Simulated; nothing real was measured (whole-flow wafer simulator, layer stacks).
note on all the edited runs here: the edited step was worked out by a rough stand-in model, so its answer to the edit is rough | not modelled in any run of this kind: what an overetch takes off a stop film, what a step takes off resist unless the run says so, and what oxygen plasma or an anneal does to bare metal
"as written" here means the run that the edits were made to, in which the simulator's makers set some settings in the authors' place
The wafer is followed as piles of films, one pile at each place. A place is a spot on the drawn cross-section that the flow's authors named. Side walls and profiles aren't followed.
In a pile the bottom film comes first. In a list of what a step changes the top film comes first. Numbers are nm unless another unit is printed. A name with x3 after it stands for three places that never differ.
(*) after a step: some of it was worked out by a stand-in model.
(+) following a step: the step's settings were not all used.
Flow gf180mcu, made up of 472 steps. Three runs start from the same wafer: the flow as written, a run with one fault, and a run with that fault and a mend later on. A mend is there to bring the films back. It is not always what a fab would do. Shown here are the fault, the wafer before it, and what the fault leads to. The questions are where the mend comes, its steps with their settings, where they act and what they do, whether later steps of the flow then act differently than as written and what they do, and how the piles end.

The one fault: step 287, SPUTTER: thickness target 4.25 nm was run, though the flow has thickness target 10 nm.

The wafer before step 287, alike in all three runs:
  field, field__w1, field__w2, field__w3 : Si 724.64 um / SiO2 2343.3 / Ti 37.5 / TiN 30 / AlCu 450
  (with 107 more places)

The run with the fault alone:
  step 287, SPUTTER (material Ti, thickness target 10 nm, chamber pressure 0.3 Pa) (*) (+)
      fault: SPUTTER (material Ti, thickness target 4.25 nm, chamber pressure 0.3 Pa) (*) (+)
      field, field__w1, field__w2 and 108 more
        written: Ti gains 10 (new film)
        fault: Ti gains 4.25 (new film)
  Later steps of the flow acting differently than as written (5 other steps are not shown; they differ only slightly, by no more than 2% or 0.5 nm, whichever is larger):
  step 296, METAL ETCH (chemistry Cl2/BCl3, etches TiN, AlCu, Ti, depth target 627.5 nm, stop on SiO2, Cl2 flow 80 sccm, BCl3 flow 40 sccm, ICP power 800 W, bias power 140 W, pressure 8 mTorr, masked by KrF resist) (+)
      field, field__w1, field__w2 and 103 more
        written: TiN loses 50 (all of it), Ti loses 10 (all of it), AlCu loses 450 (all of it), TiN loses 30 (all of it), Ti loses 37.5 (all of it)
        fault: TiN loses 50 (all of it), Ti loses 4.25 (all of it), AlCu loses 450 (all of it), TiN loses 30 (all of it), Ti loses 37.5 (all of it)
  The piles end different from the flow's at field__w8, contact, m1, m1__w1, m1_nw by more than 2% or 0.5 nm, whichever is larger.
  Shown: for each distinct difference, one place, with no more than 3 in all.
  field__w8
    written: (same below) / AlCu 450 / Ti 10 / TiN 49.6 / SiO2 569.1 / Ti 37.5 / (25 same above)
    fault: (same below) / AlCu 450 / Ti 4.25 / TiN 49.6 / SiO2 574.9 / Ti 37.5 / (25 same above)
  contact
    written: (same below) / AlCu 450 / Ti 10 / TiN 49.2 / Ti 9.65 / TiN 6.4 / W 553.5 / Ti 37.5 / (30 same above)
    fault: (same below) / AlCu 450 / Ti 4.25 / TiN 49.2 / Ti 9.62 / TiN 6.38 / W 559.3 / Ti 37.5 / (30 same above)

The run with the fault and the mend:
  The mend follows step 287.
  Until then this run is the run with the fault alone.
  step 287a, SPUTTER (material Ti, thickness target 5.75 nm, chamber pressure 0.3 Pa) (*) (+) (the flow's step 287, run once more with other settings)
      field, field__w1, field__w2 and 108 more
        Ti gains 5.75
  Every later step of the flow that is run acts as written at every place that is followed.
  At every place that both follow, the piles at the end match the flow's.
